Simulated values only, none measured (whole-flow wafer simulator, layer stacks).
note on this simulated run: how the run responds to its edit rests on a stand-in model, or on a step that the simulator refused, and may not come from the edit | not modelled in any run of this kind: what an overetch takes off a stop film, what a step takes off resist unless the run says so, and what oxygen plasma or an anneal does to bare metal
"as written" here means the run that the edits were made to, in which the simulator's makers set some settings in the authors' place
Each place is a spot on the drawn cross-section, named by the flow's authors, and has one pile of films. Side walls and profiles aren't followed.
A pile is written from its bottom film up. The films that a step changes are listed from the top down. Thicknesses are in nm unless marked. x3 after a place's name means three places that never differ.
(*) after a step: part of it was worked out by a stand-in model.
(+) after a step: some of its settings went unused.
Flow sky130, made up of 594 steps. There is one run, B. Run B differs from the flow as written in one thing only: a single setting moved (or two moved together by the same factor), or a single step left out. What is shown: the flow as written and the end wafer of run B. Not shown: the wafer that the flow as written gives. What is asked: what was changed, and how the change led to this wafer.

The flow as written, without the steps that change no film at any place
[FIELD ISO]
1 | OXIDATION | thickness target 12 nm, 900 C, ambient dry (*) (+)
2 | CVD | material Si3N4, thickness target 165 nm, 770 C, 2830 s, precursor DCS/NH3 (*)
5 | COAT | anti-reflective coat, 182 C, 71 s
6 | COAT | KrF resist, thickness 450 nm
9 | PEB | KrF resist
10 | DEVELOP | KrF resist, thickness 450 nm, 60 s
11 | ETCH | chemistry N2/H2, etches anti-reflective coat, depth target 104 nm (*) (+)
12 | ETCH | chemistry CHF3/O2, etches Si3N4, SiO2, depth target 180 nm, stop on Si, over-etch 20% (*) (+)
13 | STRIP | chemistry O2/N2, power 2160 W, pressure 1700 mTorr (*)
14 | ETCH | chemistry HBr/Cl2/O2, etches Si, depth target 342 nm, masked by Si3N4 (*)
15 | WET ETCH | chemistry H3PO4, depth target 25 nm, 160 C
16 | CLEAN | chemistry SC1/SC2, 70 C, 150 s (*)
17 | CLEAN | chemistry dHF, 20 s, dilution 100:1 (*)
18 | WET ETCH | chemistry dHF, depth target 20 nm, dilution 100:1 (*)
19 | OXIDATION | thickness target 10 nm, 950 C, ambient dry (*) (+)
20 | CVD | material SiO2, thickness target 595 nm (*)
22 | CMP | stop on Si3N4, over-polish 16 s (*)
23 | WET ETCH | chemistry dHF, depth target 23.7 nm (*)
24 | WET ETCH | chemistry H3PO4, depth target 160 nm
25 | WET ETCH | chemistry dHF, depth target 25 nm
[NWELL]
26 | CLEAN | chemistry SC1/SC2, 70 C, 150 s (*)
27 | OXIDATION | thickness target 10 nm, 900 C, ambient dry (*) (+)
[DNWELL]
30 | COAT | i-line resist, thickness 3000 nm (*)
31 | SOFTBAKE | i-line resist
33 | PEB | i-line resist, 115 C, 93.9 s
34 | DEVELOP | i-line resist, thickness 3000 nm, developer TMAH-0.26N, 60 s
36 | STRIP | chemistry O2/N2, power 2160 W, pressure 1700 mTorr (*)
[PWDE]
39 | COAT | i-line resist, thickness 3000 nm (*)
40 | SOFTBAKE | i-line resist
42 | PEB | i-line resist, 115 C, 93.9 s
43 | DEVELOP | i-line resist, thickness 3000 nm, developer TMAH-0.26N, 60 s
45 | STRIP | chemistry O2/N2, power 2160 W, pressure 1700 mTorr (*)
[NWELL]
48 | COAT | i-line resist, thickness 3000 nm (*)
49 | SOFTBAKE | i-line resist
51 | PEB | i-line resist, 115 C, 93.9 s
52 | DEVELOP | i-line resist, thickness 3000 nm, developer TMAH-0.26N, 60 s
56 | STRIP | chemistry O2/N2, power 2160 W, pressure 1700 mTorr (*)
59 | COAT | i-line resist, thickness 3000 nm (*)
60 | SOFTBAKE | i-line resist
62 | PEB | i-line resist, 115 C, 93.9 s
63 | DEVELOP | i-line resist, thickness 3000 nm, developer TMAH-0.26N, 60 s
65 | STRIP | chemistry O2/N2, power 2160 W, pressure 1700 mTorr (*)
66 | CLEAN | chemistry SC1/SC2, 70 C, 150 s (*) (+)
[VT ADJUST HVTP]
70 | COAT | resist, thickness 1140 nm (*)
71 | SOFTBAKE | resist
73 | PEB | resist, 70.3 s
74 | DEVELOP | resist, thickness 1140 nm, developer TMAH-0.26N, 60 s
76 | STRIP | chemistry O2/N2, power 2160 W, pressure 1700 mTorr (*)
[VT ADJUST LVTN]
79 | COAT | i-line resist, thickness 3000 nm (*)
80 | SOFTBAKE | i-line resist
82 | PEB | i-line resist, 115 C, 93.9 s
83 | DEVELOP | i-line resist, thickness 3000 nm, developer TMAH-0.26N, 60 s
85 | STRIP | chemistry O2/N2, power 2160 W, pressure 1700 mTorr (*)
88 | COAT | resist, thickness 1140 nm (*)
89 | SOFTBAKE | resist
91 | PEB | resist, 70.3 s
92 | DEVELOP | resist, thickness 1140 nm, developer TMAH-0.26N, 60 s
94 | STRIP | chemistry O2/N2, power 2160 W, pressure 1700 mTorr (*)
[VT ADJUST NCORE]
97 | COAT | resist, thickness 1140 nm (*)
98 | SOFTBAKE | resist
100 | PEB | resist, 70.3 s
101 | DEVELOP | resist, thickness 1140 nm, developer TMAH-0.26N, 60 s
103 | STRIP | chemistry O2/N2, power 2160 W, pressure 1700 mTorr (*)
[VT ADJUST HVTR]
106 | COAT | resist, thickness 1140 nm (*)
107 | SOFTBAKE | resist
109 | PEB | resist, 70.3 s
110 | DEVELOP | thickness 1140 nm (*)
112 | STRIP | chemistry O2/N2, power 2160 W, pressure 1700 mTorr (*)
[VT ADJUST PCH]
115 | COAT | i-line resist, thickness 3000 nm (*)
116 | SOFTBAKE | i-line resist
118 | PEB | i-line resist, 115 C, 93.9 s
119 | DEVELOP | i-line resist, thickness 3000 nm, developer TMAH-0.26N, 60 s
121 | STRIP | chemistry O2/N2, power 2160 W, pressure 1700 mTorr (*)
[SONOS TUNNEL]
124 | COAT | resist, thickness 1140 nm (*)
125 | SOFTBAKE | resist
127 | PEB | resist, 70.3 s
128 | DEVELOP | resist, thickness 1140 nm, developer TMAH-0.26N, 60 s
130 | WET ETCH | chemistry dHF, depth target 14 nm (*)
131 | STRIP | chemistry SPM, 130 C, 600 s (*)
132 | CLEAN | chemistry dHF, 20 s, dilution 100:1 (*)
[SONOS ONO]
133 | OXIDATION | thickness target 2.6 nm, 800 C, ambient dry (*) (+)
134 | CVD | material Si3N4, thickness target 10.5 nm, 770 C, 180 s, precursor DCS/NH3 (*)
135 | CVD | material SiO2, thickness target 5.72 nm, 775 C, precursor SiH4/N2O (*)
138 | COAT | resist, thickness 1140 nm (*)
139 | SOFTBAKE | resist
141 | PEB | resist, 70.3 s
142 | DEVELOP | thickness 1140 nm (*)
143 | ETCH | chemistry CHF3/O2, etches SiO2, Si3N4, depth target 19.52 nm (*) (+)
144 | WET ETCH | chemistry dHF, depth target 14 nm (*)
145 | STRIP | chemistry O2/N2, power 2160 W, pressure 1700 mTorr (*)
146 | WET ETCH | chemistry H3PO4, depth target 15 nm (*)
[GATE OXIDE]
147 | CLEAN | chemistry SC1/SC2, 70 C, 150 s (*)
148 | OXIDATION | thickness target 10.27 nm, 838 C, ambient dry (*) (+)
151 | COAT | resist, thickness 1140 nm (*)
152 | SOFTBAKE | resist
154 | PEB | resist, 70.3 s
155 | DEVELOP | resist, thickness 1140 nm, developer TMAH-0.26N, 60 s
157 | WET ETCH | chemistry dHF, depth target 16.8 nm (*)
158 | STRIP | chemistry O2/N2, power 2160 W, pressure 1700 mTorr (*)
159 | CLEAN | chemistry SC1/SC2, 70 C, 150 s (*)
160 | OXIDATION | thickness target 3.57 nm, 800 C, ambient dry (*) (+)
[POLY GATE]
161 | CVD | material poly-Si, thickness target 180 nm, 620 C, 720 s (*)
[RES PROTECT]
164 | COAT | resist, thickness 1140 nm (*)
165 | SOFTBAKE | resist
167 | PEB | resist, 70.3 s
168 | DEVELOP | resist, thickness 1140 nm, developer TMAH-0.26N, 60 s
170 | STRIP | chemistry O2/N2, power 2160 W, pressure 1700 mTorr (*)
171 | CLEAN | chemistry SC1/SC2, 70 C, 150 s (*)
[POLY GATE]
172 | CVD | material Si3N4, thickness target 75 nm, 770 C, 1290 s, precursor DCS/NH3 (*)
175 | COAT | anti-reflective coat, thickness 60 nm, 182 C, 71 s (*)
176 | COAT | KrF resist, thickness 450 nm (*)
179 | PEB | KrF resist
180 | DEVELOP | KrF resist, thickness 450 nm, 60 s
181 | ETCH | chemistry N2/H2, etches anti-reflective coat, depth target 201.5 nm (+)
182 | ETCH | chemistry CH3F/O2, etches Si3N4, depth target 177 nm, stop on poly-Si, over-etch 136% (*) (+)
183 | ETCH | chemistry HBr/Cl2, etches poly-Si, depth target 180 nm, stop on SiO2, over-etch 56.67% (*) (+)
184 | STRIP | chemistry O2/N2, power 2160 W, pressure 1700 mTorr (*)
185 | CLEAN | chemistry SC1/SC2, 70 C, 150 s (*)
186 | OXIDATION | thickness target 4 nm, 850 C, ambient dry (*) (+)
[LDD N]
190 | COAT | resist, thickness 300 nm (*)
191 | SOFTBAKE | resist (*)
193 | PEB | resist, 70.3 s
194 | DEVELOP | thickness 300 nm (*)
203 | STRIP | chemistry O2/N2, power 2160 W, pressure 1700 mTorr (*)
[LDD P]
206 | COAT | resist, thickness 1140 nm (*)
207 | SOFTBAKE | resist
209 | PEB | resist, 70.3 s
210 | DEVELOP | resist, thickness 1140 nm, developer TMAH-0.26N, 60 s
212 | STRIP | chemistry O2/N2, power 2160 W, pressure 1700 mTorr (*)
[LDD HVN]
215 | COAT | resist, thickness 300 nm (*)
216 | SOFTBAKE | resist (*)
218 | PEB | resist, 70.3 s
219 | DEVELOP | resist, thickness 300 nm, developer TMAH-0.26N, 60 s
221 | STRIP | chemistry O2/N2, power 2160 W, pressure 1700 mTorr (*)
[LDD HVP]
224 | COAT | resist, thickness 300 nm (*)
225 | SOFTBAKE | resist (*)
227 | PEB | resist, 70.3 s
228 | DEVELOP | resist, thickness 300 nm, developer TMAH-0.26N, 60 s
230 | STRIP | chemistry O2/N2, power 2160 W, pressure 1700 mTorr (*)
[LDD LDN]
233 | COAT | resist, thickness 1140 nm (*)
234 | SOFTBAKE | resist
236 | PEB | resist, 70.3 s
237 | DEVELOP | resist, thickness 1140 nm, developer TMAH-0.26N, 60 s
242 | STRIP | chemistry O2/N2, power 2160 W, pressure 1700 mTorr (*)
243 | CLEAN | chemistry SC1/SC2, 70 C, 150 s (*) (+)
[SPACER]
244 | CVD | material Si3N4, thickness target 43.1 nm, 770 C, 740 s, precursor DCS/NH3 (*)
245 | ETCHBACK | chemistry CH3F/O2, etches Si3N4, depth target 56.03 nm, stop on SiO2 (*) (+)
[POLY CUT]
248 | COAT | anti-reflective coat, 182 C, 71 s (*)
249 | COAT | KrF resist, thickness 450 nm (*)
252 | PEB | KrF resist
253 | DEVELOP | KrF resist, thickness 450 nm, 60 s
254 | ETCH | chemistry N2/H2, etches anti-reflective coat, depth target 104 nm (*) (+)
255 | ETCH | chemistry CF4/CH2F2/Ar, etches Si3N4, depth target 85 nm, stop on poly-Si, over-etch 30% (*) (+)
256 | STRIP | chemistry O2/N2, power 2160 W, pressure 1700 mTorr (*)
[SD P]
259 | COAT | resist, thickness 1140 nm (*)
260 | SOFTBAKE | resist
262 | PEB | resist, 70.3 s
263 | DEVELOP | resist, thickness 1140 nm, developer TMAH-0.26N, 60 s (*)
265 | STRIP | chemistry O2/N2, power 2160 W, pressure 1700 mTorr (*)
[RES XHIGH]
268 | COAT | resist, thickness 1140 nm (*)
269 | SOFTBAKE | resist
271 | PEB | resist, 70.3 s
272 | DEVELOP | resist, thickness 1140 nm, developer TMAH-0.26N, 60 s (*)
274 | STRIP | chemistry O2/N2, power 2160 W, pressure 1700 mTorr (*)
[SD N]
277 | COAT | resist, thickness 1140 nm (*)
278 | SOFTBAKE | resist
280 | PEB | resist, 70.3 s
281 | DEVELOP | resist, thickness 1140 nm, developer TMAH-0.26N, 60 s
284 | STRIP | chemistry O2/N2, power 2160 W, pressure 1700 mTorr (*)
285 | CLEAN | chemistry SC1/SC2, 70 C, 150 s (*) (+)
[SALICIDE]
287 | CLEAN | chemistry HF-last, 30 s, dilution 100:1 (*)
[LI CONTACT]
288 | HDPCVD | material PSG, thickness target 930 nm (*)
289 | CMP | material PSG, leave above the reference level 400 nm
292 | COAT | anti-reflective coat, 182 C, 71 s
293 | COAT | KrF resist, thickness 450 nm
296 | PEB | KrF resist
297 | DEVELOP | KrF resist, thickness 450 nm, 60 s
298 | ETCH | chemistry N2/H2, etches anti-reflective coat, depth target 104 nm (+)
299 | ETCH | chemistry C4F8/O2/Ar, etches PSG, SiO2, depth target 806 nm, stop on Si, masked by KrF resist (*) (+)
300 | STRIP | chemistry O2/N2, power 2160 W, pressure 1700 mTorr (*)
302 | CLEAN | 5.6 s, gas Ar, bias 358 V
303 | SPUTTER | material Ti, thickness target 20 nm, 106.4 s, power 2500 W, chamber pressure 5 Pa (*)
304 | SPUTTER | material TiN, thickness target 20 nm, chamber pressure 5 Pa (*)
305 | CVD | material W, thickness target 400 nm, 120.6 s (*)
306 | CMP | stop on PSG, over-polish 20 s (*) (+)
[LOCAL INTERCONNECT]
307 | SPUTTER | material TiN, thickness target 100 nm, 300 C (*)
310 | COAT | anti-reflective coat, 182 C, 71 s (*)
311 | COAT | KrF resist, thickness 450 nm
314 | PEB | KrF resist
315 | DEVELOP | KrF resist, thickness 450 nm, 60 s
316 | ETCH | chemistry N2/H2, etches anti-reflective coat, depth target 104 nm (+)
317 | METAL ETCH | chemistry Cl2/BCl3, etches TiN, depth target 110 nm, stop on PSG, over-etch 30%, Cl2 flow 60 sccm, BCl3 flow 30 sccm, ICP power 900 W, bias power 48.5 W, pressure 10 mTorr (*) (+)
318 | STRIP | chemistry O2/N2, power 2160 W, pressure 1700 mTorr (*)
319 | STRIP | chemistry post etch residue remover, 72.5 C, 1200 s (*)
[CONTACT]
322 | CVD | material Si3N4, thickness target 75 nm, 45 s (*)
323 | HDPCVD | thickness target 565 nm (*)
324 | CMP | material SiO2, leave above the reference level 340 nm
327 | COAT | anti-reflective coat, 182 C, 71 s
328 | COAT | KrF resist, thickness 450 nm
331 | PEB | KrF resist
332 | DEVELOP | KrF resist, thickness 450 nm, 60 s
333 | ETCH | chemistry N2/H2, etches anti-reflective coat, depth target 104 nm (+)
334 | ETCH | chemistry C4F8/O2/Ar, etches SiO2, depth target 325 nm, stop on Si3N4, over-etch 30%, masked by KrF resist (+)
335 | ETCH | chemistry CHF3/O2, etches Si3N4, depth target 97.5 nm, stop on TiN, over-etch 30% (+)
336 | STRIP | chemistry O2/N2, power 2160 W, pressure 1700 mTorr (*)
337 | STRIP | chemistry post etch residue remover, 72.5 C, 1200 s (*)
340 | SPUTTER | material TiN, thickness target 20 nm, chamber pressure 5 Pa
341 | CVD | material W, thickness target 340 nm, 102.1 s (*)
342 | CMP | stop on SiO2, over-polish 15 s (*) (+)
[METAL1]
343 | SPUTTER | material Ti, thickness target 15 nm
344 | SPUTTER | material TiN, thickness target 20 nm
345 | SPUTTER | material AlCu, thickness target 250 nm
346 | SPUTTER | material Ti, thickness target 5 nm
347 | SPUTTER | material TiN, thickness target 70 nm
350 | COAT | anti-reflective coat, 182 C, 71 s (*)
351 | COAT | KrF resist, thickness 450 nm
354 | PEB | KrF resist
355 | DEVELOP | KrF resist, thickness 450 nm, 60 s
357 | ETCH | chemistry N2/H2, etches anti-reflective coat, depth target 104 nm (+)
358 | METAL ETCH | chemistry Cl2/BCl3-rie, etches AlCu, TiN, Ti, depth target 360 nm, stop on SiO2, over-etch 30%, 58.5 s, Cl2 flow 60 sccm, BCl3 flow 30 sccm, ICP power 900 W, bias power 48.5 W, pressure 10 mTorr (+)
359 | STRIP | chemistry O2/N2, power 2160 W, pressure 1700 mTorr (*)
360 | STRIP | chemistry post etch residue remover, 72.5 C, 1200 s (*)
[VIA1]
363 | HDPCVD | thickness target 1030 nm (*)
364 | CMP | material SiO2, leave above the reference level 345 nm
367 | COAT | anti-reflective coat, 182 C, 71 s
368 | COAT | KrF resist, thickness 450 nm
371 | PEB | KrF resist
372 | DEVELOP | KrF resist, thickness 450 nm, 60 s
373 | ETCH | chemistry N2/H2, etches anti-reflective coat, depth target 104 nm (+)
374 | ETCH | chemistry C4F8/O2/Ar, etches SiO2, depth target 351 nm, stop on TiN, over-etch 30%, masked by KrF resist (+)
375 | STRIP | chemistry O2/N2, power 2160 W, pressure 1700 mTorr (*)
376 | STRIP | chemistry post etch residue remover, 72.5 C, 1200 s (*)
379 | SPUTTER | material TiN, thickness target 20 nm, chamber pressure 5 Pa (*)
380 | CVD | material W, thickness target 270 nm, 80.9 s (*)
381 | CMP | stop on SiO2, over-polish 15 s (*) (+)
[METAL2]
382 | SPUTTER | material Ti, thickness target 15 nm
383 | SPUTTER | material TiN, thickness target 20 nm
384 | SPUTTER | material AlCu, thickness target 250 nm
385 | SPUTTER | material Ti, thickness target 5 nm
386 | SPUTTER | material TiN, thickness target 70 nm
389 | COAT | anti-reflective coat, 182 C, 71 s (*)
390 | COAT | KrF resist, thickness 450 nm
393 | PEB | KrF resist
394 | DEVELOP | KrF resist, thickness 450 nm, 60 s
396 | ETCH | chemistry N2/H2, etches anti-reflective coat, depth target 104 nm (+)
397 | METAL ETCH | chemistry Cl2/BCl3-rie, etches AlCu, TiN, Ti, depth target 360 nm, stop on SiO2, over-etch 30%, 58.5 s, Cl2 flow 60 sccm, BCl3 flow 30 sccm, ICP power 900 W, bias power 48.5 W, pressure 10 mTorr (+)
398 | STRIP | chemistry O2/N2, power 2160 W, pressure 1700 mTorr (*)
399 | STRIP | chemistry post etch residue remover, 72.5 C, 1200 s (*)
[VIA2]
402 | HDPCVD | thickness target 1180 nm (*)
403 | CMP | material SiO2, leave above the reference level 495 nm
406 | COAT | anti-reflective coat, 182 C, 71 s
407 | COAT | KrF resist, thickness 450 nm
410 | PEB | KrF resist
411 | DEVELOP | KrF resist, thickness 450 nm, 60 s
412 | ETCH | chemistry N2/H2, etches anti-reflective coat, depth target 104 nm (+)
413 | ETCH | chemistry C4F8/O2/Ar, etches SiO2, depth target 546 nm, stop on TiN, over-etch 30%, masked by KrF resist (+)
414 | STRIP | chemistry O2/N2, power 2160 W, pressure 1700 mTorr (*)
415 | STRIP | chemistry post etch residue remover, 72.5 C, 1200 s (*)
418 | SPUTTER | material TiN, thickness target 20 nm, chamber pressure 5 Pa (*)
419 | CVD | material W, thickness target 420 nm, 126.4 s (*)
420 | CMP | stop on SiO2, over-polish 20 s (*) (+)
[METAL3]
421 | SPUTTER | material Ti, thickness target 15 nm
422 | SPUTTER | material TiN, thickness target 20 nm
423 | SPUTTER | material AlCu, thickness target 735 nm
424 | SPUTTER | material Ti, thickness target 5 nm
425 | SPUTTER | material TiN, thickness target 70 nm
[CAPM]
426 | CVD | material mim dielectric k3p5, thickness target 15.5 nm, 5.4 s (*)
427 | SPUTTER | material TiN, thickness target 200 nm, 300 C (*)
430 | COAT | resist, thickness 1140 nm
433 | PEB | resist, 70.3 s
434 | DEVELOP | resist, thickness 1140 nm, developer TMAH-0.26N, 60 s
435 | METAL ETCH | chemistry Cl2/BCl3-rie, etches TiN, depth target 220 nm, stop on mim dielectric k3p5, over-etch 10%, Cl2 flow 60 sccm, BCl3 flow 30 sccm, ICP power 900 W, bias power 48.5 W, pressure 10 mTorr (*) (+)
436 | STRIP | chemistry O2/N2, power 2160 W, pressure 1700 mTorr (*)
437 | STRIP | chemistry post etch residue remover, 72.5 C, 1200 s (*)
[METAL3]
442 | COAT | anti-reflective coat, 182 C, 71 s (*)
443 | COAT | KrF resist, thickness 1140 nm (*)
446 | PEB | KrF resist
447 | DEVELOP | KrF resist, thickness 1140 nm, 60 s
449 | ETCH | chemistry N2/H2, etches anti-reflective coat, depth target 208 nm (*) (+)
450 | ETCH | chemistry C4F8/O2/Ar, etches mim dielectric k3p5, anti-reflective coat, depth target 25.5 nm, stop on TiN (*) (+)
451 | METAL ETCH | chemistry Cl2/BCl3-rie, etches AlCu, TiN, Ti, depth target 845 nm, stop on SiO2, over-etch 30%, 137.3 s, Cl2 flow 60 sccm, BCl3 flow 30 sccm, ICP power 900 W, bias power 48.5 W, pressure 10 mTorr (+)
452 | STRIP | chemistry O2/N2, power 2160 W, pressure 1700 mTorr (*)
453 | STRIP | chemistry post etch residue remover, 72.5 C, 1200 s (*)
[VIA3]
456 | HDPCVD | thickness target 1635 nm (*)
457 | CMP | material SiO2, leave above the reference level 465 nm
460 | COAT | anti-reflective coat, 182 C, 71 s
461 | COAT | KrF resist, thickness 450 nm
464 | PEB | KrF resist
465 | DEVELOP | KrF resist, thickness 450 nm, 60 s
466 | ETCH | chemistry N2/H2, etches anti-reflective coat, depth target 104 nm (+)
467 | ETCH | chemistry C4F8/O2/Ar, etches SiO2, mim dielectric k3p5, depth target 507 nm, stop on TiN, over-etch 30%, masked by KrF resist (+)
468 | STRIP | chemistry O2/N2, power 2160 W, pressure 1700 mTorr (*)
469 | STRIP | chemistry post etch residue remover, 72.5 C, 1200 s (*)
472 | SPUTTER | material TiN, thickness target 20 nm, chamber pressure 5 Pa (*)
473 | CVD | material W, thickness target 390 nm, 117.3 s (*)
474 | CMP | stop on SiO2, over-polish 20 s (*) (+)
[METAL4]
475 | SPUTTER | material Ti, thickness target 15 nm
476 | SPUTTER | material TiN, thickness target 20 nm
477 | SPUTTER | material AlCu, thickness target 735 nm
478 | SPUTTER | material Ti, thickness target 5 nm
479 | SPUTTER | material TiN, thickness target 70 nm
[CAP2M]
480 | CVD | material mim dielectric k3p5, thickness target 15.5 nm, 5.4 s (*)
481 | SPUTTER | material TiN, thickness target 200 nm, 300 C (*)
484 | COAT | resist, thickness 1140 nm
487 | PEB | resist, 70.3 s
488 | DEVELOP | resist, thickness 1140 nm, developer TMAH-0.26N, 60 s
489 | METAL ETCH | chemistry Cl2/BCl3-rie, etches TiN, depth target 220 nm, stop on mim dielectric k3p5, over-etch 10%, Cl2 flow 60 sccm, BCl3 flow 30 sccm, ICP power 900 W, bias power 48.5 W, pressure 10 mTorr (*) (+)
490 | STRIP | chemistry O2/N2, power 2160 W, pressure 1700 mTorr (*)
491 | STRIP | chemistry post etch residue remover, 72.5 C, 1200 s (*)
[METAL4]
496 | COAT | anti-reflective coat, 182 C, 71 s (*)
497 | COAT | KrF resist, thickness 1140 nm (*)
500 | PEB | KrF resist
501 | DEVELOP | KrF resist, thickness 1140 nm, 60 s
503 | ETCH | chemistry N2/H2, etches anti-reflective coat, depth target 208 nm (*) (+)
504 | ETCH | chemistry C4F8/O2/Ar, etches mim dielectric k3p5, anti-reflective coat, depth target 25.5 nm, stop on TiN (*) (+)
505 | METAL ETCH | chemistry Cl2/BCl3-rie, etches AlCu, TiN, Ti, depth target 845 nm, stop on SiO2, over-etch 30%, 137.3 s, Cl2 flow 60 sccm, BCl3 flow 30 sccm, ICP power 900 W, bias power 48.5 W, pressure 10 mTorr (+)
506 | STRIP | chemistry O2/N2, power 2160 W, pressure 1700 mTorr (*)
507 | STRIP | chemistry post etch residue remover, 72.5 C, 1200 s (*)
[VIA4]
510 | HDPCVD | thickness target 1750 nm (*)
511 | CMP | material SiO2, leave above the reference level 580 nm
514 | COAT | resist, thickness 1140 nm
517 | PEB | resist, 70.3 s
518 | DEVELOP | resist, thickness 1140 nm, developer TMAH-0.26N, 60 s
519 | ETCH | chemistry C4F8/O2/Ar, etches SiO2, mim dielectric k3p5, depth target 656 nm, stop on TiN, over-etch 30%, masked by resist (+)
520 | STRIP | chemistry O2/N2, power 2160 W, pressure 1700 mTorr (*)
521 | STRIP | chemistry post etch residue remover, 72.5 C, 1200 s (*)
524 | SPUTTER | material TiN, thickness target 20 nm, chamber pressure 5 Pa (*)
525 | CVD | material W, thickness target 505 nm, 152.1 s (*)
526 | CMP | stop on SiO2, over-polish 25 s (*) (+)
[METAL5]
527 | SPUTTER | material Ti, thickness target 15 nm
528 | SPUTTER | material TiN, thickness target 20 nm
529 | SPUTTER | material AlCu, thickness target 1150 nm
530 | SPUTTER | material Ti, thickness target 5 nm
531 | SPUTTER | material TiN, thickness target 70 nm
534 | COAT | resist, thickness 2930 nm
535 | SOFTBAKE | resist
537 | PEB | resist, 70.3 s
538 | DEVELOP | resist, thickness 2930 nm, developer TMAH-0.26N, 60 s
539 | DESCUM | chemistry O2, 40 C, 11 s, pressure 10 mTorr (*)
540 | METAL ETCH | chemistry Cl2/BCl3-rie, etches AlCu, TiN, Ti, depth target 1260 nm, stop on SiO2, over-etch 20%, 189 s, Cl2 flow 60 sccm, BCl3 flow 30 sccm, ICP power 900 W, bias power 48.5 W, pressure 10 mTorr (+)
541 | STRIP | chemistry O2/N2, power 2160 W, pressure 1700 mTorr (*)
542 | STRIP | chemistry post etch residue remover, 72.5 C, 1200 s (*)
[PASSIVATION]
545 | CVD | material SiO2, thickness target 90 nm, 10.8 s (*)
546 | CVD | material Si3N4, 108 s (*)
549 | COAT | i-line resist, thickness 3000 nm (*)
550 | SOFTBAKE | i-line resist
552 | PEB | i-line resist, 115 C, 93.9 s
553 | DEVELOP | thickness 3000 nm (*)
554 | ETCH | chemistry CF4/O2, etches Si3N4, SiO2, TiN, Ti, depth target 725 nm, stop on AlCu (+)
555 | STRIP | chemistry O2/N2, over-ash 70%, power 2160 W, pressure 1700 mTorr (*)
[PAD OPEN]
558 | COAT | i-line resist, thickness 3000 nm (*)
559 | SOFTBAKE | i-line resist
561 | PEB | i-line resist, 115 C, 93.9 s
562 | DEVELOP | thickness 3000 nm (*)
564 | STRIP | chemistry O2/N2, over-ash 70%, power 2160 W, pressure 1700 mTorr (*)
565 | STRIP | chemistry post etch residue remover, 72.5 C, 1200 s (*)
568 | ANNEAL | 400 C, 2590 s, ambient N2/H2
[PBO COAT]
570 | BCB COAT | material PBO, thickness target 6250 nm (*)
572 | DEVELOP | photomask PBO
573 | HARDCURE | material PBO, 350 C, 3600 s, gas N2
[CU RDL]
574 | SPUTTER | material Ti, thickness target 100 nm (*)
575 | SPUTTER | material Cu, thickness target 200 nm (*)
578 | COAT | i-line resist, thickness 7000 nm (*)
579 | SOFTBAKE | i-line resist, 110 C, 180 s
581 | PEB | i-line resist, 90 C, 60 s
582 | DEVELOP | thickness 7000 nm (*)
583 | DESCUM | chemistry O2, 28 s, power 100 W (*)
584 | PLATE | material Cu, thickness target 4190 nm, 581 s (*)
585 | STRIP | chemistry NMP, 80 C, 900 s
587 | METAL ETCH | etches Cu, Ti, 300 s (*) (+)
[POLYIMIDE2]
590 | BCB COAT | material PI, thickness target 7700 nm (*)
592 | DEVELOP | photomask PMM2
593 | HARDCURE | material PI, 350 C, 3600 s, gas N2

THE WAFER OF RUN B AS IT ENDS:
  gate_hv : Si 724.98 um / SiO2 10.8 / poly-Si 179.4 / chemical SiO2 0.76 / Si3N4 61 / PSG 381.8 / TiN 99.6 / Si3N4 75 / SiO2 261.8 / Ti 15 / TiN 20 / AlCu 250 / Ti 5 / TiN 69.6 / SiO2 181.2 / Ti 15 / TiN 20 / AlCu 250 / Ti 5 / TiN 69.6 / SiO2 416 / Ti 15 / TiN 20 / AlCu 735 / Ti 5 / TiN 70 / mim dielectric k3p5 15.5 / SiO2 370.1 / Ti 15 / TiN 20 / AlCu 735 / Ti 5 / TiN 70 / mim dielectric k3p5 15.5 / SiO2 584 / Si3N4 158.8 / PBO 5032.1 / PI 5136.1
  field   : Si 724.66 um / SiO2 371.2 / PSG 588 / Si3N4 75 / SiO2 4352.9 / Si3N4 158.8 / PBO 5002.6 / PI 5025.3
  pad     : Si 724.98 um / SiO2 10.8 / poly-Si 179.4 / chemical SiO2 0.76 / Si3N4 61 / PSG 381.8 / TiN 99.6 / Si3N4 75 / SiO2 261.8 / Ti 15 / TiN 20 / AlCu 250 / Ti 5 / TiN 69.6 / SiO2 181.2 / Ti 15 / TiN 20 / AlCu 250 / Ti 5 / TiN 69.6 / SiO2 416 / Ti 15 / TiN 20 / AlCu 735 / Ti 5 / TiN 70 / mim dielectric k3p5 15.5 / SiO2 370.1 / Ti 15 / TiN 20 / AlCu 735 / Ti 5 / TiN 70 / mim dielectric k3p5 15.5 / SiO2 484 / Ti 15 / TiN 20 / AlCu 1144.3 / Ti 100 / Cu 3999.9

Cause: step 364, CMP: leave above the reference level 259 nm was run, though the flow has leave above the reference level 345 nm.

How this came from the change, step by step:
  364 | CMP | material SiO2, leave above the reference level 345 nm
      n_well, p_well, gate_hv and 100 more: SiO2 loses 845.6 (as written it would have been: SiO2 loses 759.6)
      field, active, gate and 81 more: SiO2 loses 475.1 (as written it would have been: SiO2 loses 389.1)
      (as well as at 4 more places)
  374 | ETCH | chemistry C4F8/O2/Ar, etches SiO2, depth target 351 nm, stop on TiN, over-etch 30%, masked by KrF resist (+)
      field, active, n_well and 186 more: KrF resist loses 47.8 (as written it would have been: KrF resist loses 70.1)
      m1, via1_hole: SiO2 loses 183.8 (all of it) (as written it would have been: SiO2 loses 269.8 (all of it))
  375 | STRIP | chemistry O2/N2, power 2160 W, pressure 1700 mTorr (*)
      field, active, n_well and 186 more: KrF resist loses 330 (all of it), anti-reflective coat loses 80 (all of it) (as written it would have been: KrF resist loses 307.7 (all of it), anti-reflective coat loses 80 (all of it))
  379 | SPUTTER | material TiN, thickness target 20 nm, chamber pressure 5 Pa (*)
      m1: TiN gains 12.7 (as written it would have been: TiN gains 11)
      via1_hole: TiN gains 12.7 (as written it would have been: TiN gains 10.9)
  380 | CVD | material W, thickness target 270 nm, 80.9 s (*)
      m1, via1_hole: W gains 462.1 (new film) (as written it would have been: W gains 549.9 (new film))
